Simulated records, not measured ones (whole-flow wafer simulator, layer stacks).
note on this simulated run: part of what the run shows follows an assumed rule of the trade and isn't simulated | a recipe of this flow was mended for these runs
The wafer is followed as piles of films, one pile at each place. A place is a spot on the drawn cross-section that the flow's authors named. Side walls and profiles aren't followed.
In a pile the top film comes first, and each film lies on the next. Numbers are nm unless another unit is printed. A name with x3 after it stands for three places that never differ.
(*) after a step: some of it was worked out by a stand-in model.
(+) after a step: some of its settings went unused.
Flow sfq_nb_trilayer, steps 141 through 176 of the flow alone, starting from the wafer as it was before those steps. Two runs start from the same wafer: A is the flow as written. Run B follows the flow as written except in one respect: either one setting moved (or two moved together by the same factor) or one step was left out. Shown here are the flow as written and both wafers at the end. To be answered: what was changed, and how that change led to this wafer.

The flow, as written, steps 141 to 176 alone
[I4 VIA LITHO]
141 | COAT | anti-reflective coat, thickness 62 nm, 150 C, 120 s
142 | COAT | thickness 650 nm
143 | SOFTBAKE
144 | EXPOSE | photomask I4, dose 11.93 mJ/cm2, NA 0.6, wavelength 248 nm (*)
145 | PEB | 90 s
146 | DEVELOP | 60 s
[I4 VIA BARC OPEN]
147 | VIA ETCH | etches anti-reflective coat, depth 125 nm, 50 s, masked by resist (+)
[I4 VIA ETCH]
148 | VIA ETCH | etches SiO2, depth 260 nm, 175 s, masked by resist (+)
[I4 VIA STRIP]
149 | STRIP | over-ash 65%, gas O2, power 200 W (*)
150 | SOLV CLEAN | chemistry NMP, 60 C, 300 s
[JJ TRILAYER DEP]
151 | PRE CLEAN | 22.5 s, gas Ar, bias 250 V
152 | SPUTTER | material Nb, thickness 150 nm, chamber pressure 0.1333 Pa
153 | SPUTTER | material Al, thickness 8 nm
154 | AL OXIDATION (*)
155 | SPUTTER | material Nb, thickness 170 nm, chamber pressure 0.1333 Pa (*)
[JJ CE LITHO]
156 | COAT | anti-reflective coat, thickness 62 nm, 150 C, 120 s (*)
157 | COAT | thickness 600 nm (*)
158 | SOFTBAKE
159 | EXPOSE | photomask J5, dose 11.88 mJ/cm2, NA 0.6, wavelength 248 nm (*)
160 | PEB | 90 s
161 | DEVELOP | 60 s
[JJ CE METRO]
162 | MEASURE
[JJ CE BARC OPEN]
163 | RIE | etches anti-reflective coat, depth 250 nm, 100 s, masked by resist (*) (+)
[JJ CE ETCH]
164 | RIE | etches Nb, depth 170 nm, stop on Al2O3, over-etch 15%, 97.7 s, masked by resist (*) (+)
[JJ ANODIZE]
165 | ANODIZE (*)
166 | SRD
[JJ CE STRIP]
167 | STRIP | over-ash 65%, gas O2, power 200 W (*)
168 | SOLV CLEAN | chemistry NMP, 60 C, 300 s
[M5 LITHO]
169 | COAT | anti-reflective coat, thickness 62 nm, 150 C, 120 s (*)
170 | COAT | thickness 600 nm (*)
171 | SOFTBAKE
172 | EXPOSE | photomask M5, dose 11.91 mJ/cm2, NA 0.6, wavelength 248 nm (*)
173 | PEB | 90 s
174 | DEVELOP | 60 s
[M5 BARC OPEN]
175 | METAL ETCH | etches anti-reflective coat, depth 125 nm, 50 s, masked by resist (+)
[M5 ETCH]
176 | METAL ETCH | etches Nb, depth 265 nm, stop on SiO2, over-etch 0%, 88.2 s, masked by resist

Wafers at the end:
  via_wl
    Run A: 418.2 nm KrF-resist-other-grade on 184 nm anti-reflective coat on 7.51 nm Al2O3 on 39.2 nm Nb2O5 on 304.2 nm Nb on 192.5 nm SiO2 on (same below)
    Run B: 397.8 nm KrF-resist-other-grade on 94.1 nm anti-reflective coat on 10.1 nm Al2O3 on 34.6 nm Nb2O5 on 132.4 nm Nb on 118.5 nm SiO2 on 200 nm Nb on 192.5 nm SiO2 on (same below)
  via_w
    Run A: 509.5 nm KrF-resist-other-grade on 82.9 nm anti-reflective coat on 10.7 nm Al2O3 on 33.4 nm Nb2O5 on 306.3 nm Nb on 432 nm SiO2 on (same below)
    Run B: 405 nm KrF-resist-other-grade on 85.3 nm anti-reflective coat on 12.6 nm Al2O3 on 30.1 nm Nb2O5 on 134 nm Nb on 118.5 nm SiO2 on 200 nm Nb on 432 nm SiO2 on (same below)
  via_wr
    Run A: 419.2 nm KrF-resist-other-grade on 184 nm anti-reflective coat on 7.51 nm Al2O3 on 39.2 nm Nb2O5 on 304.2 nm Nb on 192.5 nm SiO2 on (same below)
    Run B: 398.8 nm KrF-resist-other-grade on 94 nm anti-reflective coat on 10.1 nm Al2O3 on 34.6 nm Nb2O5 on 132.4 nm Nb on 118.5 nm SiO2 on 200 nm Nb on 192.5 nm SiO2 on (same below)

What caused this: step 147, VIA ETCH: etches anti-reflective coat, depth 125 nm, 50 s, masked by resist (+), was skipped.

The path from the change to this, step by step:
  148 | VIA ETCH | etches SiO2, depth 260 nm, 175 s, masked by resist (+)
      via_wl, via_w, via_wr: A SiO2 loses 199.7 (all of it), Nb loses 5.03 | B anti-reflective coat loses 62 (all of it), SiO2 loses 74
  149 | STRIP | over-ash 65%, gas O2, power 200 W (*)
      field_l, v_sur, via_sp and 100 more: A KrF-resist-other-grade loses 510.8 (all of it), anti-reflective coat loses 62 (all of it) | B KrF-resist-other-grade loses 580.3 (all of it), anti-reflective coat loses 62 (all of it)
  151 | PRE CLEAN | 22.5 s, gas Ar, bias 250 V
      via_wl, via_w, via_wr: A Nb loses 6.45 | B SiO2 loses 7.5
  152 | SPUTTER | material Nb, thickness 150 nm, chamber pressure 0.1333 Pa
      via_wl, via_w, via_wr: A Nb gains 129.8 | B Nb gains 144.8 (new film)
  153 | SPUTTER | material Al, thickness 8 nm
      via_wl, via_wr: A Al gains 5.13 (new film) | B Al gains 6.69 (new film)
      via_w: A Al gains 7.09 (new film) | B Al gains 7.94 (new film)
  155 | SPUTTER | material Nb, thickness 170 nm, chamber pressure 0.1333 Pa (*)
      via_w: A Nb gains 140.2 (new film) | B Nb gains 169.3 (new film)
  156 | COAT | anti-reflective coat, thickness 62 nm, 150 C, 120 s (*)
      via_wl, via_wr: A anti-reflective coat gains 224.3 (new film) | B anti-reflective coat gains 133.6 (new film)
      field_l: A anti-reflective coat gains 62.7 (new film) | B anti-reflective coat gains 58.9 (new film)
      (and at 4 other places as well)
  157 | COAT | thickness 600 nm (*)
      via_wl: A KrF-resist-other-grade gains 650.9 (new film) | B KrF-resist-other-grade gains 623.4 (new film)
      via_w: A KrF-resist-other-grade gains 766.6 (new film) | B KrF-resist-other-grade gains 629.4 (new film)
      (and at 1 other place as well)
  161 | DEVELOP | 60 s
      via_wl: A KrF-resist-other-grade loses 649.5 (all of it) | B KrF-resist-other-grade loses 622.1 (all of it)
      via_w: A KrF-resist-other-grade loses 764.9 (all of it) | B KrF-resist-other-grade loses 628.1 (all of it)
      (and at 1 other place as well)
  163 | RIE | etches anti-reflective coat, depth 250 nm, 100 s, masked by resist (*) (+)
      via_wl, via_wr: A anti-reflective coat loses 224.3 (all of it) | B anti-reflective coat loses 133.6 (all of it)
      field_l: A anti-reflective coat loses 62.7 (all of it) | B anti-reflective coat loses 58.9 (all of it)
      (and at 4 other places as well)
  164 | RIE | etches Nb, depth 170 nm, stop on Al2O3, over-etch 15%, 97.7 s, masked by resist (*) (+)
      via_w: A Nb loses 140.2 (all of it), Al2O3 loses 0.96 (all of it) | B Nb loses 169.3 (all of it), Al2O3 loses 0.52
  165 | ANODIZE (*)
      via_w: A Al2O3 gains 10.7 (new film), Nb2O5 gains 33.4 (new film), Al loses 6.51 (all of it), Nb loses 12 | B Al2O3 gains 12.1, Nb2O5 gains 30.1 (new film), Al loses 7.36 (all of it), Nb loses 10.8
      via_wl, via_wr: A Al2O3 gains 7.51 (new film), Nb2O5 gains 39.2 (new film), Al loses 4.55 (all of it), Nb loses 14.1 | B Al2O3 gains 10.1 (new film), Nb2O5 gains 34.6 (new film), Al loses 6.11 (all of it), Nb loses 12.5
  169 | COAT | anti-reflective coat, thickness 62 nm, 150 C, 120 s (*)
      field_l: A anti-reflective coat gains 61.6 (new film) | B anti-reflective coat gains 56.6 (new film)
      v_sur: A anti-reflective coat gains 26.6 (new film) | B anti-reflective coat gains 33.5 (new film)
      (and at 6 other places as well)
  170 | COAT | thickness 600 nm (*)
      field_l: A KrF-resist-other-grade gains 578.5 (new film) | B KrF-resist-other-grade gains 593.4 (new film)
      v_sur: A KrF-resist-other-grade gains 593.2 (new film) | B KrF-resist-other-grade gains 610.1 (new film)
      (and at 4 other places as well)
  174 | DEVELOP | 60 s
      field_l: A KrF-resist-other-grade loses 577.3 (all of it) | B KrF-resist-other-grade loses 592.1 (all of it)
  175 | METAL ETCH | etches anti-reflective coat, depth 125 nm, 50 s, masked by resist (+)
      field_l: A anti-reflective coat loses 61.6 (all of it), Al2O3 loses 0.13 | B anti-reflective coat loses 56.6 (all of it), Al2O3 loses 0.14
With metal films that touch counted as one body, via_wl has 6 bodies (between them, from the top down: SiO2 118.5; SiO2 192.5; SiO2 192.5; SiO2 192.5; SiO2 192.5); the flow as written gives 5 bodies (between them, from the top down: SiO2 192.5; SiO2 192.5; SiO2 192.5; SiO2 192.5).
With metal films that touch counted as one body, via_w has 4 bodies (between them, from the top down: SiO2 118.5; SiO2 432; SiO2 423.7); the flow as written gives 3 bodies (between them, from the top down: SiO2 432; SiO2 423.7).
With metal films that touch counted as one body, via_wr has 6 bodies (between them, from the top down: SiO2 118.5; SiO2 192.5; SiO2 192.5; SiO2 192.5; SiO2 192.5); the flow as written gives 5 bodies (between them, from the top down: SiO2 192.5; SiO2 192.5; SiO2 192.5; SiO2 192.5).
